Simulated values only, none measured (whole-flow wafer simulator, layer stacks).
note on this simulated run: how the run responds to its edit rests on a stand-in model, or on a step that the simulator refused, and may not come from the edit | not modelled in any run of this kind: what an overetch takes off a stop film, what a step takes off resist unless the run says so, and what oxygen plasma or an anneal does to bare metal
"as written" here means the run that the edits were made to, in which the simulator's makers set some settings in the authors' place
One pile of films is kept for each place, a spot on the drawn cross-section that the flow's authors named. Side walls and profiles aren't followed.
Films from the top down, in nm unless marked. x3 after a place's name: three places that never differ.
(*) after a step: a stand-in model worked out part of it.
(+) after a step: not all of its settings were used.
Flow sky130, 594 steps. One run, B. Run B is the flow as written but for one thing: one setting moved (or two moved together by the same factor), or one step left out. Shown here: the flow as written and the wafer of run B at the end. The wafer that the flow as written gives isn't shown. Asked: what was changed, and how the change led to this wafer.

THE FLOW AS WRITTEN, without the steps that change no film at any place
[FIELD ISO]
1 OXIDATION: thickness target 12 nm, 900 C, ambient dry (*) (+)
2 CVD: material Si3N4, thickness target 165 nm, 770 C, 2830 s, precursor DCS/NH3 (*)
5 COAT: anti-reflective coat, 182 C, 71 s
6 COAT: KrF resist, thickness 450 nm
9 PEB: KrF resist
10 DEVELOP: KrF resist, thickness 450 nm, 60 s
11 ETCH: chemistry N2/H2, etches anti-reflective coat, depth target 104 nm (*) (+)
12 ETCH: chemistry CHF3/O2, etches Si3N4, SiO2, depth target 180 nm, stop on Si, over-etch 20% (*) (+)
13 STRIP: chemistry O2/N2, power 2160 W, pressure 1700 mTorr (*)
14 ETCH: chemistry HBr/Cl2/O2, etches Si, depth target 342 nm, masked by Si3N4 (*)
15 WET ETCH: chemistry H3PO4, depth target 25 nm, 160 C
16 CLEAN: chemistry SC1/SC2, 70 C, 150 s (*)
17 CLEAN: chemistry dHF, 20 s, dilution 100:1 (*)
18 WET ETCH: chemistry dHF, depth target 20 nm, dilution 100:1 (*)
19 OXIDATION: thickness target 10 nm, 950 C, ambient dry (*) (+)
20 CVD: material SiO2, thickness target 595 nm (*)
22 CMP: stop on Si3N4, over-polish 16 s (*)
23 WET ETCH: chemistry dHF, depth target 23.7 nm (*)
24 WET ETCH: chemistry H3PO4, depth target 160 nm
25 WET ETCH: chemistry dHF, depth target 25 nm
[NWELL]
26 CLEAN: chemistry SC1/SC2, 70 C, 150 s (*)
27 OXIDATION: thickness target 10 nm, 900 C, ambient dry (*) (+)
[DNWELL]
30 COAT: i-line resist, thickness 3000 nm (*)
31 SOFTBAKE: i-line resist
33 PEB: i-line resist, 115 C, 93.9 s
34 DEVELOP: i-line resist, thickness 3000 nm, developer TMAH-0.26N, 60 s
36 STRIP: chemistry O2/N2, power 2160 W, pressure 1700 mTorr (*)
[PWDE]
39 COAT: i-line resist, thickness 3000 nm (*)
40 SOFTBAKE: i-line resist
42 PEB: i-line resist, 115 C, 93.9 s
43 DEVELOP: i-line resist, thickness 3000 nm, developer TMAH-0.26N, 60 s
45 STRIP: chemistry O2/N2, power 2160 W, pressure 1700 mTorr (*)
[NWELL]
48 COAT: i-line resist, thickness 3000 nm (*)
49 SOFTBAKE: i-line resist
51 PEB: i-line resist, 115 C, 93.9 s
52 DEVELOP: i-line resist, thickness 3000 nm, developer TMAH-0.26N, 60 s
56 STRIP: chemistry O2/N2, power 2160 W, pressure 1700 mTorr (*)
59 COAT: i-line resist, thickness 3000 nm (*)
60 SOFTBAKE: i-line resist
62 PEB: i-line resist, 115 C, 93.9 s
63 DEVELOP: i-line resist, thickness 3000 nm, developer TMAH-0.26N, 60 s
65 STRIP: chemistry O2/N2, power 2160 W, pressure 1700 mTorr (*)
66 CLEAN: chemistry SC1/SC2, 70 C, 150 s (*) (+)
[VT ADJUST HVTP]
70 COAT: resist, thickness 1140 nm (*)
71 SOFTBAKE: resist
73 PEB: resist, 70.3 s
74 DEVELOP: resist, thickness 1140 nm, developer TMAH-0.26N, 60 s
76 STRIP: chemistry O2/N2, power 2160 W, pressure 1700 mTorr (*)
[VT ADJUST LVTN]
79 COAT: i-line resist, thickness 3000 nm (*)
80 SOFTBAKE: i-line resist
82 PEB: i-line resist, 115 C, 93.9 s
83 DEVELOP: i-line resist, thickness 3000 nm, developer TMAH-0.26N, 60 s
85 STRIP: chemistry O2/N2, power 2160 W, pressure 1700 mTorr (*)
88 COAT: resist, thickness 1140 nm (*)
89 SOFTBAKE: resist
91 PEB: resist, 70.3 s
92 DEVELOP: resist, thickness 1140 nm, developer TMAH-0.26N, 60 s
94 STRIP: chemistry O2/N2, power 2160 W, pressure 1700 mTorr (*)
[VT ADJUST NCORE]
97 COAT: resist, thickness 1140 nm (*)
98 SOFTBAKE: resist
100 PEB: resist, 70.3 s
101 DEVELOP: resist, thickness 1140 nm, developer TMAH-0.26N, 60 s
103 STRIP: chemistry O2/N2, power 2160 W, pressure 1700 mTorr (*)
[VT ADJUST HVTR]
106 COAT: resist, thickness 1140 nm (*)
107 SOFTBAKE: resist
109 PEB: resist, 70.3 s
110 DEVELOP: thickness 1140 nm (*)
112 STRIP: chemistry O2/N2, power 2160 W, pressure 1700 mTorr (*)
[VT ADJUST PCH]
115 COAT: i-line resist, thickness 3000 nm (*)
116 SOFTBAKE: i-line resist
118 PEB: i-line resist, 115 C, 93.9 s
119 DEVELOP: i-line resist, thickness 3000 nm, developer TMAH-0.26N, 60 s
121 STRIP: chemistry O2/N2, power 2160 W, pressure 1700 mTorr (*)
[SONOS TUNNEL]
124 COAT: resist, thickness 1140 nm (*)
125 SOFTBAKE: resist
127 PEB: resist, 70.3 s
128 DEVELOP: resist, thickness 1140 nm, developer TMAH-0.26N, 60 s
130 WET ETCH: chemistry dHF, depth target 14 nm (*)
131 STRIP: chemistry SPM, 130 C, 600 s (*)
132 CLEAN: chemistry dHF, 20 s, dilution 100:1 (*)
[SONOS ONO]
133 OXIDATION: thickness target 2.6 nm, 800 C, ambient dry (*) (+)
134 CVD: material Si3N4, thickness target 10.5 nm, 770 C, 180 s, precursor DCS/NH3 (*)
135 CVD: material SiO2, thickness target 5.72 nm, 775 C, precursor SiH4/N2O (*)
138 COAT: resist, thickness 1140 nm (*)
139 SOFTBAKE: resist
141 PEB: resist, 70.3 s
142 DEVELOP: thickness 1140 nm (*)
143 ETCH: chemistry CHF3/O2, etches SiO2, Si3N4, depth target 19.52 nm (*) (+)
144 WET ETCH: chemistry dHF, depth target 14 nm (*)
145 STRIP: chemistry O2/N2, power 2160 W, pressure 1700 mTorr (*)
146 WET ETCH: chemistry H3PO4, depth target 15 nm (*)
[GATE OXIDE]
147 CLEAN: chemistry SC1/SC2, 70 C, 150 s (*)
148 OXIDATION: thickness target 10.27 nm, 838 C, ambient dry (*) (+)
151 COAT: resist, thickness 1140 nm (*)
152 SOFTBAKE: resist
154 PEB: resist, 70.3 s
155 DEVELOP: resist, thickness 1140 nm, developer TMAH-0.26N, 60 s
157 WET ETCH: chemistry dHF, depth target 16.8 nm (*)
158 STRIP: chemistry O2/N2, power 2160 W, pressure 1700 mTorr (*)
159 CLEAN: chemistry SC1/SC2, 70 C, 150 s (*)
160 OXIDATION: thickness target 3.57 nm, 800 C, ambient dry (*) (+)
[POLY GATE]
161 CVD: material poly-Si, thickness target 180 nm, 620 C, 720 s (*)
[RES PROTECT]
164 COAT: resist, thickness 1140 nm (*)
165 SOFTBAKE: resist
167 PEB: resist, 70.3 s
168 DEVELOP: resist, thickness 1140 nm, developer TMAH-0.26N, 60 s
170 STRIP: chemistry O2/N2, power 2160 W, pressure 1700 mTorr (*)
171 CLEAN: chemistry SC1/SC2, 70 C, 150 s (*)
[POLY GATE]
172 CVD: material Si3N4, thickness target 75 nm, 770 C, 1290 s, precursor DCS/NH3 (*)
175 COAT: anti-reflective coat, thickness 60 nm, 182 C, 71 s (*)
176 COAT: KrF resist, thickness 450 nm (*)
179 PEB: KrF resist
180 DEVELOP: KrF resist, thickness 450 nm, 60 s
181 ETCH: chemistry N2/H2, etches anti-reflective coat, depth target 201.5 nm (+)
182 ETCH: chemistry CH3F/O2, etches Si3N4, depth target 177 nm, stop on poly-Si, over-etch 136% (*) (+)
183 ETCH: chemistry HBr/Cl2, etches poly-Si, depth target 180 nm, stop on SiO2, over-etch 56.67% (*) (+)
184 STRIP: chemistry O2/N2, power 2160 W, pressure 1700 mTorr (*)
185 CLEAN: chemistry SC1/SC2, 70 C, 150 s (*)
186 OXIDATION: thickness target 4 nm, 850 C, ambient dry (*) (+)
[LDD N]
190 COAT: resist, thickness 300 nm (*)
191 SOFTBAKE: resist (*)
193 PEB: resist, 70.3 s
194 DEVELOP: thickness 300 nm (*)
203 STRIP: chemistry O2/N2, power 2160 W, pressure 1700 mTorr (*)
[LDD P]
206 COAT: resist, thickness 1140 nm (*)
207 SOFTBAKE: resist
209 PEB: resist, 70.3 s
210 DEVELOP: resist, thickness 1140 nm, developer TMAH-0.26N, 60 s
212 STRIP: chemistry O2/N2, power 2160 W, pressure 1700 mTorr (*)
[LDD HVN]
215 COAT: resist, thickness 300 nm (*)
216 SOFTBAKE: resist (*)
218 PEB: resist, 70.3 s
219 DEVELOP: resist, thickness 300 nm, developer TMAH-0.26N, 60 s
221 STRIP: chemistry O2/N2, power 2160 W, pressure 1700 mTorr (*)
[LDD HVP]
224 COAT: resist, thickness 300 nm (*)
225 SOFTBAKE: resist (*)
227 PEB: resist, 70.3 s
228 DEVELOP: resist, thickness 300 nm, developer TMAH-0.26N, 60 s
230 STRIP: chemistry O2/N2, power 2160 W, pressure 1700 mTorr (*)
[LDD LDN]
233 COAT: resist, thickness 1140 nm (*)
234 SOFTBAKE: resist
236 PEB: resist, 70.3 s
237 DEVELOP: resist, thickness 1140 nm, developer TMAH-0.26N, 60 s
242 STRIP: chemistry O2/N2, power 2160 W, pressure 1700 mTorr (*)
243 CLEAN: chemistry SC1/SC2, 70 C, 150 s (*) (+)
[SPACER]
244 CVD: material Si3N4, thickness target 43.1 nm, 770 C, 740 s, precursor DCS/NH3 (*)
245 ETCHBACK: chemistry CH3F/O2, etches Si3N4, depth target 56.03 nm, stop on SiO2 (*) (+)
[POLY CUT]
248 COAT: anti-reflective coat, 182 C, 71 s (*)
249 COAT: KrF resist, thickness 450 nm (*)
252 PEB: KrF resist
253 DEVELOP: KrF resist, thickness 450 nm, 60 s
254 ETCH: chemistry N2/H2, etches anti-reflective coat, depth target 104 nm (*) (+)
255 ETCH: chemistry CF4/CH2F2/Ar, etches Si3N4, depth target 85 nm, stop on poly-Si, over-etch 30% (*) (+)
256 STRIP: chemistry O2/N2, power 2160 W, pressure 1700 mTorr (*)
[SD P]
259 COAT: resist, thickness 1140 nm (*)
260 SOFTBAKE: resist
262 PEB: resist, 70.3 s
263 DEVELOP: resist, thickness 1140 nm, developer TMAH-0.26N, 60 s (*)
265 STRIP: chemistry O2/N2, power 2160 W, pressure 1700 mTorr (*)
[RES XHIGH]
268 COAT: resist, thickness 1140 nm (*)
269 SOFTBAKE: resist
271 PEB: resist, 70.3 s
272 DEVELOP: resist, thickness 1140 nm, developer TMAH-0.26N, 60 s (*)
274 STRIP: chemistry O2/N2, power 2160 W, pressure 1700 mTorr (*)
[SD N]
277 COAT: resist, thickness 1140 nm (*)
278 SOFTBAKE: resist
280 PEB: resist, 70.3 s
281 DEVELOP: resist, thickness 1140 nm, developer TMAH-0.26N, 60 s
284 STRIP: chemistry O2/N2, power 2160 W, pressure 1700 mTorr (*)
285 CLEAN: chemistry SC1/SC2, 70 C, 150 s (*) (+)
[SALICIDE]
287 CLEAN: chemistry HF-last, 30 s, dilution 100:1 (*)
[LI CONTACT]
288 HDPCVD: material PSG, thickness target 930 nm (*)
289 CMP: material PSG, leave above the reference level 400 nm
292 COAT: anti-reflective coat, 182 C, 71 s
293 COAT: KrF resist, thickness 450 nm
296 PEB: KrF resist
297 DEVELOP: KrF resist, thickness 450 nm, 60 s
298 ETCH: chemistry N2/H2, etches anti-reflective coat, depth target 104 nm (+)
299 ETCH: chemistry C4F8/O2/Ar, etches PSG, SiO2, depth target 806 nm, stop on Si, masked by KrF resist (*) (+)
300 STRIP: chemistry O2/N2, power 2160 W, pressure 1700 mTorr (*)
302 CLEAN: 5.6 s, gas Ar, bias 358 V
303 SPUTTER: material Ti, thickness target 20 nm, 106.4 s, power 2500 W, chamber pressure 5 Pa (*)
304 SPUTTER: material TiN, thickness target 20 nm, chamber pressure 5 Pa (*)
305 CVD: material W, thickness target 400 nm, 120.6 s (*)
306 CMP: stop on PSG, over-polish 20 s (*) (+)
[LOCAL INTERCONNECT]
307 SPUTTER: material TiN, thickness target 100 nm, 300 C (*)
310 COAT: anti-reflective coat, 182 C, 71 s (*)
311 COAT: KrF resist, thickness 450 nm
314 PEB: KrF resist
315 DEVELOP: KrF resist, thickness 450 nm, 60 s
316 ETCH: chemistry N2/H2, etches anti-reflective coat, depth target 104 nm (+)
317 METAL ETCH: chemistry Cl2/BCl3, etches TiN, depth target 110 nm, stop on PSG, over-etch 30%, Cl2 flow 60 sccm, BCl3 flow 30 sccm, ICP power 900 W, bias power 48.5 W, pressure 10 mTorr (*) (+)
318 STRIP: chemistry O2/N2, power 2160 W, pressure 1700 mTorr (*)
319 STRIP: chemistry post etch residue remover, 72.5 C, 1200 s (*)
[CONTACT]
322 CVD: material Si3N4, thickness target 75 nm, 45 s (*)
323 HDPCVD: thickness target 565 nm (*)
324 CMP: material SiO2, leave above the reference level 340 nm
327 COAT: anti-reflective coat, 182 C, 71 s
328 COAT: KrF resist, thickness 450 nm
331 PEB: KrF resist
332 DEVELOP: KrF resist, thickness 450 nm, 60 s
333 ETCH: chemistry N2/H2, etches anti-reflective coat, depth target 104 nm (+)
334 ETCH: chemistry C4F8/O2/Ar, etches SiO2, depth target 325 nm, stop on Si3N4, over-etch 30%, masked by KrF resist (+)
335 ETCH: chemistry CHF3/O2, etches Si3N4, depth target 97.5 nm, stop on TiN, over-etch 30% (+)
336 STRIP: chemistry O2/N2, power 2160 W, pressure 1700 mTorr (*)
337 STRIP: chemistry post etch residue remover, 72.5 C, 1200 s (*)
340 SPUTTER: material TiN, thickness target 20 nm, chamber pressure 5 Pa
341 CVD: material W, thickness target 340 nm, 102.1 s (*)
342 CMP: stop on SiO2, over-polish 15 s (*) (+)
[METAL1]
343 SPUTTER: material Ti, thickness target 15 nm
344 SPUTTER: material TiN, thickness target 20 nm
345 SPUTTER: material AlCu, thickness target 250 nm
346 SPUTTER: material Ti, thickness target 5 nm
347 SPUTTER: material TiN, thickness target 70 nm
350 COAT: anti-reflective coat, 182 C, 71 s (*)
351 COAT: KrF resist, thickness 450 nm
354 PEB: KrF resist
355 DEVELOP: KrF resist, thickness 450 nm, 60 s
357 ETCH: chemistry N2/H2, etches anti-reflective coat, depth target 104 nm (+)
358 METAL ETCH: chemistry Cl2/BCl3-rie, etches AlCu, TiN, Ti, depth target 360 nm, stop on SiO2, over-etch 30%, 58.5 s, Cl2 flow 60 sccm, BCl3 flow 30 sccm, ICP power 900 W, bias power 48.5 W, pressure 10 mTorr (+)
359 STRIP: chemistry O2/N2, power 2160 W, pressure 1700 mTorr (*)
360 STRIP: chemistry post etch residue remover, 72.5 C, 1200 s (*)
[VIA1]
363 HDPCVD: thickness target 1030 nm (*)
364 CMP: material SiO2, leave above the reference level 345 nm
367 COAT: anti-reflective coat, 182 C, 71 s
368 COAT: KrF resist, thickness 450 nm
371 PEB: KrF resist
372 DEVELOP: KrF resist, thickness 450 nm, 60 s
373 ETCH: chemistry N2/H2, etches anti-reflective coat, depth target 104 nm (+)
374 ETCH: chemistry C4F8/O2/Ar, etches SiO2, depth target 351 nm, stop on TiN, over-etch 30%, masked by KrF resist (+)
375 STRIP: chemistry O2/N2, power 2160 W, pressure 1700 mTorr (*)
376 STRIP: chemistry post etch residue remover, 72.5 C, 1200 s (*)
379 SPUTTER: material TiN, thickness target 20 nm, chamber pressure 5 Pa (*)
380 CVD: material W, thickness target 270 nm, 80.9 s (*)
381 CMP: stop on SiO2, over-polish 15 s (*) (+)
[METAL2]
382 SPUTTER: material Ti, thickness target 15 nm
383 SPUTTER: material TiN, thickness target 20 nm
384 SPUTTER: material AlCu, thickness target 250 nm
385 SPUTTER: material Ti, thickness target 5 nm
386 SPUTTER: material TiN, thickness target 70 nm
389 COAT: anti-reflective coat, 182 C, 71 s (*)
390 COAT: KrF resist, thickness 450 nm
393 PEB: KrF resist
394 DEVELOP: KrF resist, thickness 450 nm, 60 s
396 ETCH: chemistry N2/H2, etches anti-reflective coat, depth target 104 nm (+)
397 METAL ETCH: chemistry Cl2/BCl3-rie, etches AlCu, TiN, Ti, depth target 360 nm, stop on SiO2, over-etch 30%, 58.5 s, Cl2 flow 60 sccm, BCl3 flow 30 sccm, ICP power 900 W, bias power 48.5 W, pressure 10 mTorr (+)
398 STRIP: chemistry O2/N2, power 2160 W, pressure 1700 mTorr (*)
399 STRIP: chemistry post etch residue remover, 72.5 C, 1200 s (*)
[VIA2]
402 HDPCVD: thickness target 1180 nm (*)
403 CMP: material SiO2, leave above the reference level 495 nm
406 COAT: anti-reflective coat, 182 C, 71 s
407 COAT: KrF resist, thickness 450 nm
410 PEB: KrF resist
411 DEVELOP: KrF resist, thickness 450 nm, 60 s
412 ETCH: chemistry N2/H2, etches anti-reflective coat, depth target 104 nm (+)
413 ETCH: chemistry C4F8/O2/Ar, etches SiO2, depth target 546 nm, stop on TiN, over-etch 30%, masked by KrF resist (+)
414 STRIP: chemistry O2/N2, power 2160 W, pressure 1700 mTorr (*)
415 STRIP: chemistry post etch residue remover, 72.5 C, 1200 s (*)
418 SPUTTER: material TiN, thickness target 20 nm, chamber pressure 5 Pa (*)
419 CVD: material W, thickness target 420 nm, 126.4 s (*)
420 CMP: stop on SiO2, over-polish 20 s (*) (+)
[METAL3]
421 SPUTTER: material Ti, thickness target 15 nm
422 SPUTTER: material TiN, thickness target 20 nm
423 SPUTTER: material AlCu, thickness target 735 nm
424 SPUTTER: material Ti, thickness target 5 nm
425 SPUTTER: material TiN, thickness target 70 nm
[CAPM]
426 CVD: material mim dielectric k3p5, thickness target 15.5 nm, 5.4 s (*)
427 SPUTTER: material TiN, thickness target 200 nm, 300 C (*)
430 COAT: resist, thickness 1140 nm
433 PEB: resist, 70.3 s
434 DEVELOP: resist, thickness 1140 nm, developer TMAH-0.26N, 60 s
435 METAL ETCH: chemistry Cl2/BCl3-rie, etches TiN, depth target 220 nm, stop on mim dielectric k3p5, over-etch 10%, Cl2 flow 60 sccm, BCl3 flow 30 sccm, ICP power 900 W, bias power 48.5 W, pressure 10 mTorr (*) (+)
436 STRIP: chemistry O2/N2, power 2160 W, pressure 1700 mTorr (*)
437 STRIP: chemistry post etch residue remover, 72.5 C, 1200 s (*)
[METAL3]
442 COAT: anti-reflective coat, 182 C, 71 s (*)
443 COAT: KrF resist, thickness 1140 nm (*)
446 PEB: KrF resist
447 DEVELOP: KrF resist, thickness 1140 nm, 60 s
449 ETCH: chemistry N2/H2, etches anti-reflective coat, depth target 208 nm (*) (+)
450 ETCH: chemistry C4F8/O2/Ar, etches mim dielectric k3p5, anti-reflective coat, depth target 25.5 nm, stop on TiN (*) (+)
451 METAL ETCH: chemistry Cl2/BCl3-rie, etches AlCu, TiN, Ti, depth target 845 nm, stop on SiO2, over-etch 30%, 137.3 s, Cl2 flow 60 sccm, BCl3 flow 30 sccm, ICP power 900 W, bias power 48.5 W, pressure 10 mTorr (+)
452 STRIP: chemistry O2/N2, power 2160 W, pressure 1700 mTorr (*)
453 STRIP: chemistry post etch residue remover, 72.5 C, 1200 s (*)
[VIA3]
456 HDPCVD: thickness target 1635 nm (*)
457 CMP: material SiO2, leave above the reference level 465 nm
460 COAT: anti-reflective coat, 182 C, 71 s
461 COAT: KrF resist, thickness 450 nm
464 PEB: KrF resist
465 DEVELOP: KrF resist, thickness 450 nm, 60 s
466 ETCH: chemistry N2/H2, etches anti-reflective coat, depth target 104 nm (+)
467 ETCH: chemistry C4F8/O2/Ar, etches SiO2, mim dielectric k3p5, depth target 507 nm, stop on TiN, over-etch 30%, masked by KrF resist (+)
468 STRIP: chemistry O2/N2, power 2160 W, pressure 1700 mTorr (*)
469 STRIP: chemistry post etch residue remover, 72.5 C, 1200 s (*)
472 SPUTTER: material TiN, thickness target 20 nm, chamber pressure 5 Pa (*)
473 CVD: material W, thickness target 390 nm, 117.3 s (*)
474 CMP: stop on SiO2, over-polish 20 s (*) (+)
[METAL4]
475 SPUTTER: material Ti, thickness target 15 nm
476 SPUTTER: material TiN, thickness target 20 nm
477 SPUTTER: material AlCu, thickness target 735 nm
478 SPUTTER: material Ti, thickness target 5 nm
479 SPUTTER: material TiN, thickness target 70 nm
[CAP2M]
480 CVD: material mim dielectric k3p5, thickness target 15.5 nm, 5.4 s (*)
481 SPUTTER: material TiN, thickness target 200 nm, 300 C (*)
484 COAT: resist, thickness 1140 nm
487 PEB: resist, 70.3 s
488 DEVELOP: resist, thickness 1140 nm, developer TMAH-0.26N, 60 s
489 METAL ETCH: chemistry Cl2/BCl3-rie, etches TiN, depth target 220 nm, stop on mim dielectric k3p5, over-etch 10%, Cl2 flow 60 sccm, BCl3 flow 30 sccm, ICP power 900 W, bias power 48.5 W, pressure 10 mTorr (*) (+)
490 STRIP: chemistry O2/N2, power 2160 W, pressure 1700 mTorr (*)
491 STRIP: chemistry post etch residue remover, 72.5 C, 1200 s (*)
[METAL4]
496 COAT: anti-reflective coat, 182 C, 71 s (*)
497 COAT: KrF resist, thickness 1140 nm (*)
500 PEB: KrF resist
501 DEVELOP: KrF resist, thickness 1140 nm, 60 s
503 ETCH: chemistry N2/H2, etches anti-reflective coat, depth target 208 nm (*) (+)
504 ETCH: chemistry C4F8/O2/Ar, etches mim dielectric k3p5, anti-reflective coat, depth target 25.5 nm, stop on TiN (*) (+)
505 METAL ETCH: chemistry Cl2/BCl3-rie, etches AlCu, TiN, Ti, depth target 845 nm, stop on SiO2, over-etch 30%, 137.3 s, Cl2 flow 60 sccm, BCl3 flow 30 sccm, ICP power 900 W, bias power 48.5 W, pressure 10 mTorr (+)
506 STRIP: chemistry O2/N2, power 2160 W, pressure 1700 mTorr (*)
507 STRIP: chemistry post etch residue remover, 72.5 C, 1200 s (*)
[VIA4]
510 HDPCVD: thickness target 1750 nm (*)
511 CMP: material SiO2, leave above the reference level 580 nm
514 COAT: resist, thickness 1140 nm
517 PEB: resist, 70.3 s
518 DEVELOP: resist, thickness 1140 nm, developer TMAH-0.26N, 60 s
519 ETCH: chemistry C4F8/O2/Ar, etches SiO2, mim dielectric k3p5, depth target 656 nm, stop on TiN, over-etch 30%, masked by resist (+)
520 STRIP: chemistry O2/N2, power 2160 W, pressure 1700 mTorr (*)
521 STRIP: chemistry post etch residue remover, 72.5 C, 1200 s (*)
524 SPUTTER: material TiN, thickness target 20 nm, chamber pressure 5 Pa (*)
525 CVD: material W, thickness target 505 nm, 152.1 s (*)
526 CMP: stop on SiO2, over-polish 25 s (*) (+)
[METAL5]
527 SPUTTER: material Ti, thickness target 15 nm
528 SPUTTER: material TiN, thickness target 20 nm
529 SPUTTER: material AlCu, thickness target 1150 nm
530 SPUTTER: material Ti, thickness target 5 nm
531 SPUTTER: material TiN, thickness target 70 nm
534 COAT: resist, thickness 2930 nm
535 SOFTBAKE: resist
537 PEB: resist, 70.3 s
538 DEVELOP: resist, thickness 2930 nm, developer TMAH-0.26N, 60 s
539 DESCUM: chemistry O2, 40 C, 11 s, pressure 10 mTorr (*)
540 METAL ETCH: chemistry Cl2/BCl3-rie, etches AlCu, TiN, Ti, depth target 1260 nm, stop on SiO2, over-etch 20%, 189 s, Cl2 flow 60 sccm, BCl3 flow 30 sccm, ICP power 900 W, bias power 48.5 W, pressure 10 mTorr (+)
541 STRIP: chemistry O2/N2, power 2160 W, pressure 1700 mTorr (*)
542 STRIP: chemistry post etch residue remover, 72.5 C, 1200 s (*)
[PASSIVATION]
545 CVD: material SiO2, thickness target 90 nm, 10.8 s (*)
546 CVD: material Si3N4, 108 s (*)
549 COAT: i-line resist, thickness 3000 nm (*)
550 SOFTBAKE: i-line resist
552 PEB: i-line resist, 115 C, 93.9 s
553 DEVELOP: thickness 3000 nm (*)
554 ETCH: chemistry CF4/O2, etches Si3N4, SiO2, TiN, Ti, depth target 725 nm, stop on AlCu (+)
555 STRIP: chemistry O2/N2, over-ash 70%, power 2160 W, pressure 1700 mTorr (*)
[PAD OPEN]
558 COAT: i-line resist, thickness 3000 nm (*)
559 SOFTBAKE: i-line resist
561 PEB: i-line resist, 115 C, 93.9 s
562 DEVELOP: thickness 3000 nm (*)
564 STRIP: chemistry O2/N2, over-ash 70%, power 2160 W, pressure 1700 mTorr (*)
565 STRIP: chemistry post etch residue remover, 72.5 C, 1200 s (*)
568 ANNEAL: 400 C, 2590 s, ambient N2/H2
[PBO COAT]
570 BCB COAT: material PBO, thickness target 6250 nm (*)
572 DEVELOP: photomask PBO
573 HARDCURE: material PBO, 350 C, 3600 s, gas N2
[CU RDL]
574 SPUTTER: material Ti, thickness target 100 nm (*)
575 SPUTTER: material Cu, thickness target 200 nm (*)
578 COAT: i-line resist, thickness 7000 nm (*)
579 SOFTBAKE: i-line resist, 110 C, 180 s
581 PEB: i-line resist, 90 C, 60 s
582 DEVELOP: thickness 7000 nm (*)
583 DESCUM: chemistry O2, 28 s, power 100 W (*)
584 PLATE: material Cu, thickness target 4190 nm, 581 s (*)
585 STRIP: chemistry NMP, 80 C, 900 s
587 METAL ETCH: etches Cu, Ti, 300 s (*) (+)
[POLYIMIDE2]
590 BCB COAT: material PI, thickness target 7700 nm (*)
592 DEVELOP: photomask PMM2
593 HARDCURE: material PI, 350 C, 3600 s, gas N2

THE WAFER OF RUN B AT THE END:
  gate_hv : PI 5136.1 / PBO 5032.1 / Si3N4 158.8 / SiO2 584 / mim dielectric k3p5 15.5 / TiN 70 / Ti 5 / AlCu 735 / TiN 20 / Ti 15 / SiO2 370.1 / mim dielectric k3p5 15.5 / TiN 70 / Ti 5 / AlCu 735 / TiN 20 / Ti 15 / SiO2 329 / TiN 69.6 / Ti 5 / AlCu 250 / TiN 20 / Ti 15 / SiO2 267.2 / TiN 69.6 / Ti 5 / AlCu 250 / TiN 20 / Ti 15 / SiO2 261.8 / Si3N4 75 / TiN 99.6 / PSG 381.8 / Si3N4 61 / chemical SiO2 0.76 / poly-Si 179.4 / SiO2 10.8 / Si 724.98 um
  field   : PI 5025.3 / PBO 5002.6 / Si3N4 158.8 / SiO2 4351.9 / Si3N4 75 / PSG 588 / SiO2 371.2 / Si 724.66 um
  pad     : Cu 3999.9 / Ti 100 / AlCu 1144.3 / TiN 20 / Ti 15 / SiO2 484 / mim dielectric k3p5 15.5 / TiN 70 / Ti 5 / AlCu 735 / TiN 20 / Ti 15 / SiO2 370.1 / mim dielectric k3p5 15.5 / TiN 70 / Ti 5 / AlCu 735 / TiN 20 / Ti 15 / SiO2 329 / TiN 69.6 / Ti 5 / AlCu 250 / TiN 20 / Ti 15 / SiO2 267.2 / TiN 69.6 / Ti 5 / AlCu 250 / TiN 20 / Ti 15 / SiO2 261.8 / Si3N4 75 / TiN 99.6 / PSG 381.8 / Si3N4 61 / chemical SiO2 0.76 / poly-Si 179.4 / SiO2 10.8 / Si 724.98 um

The cause: step 403, CMP: leave above the reference level 408 nm was run, where the flow has leave above the reference level 495 nm.

How the change led to this, step by step:
  403 CMP: material SiO2, leave above the reference level 495 nm
      n_well, p_well, gate_hv and 101 more: SiO2 -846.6 (as written it would be: SiO2 -759.6)
      field, active, gate and 82 more: SiO2 -476.1 (as written it would be: SiO2 -389.1)
      (and at 2 more places)
  413 ETCH: chemistry C4F8/O2/Ar, etches SiO2, depth target 546 nm, stop on TiN, over-etch 30%, masked by KrF resist (+)
      field, active, n_well and 186 more: KrF resist -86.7 (as written it would be: KrF resist -109.2)
      m1: SiO2 -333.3 (all of it) (as written it would be: SiO2 -420.3 (all of it))
      (and at 1 more place)
  414 STRIP: chemistry O2/N2, power 2160 W, pressure 1700 mTorr (*)
      field, active, n_well and 186 more: KrF resist -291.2 (all of it), anti-reflective coat -80 (all of it) (as written it would be: KrF resist -268.6 (all of it), anti-reflective coat -80 (all of it))
  418 SPUTTER: material TiN, thickness target 20 nm, chamber pressure 5 Pa (*)
      m1, via2_hole: TiN +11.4 (as written it would be: TiN +10.2)
  419 CVD: material W, thickness target 420 nm, 126.4 s (*)
      m1: W +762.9 (new film) (as written it would be: W +851.1 (new film))
      via2_hole: W +762.5 (new film) (as written it would be: W +850.7 (new film))
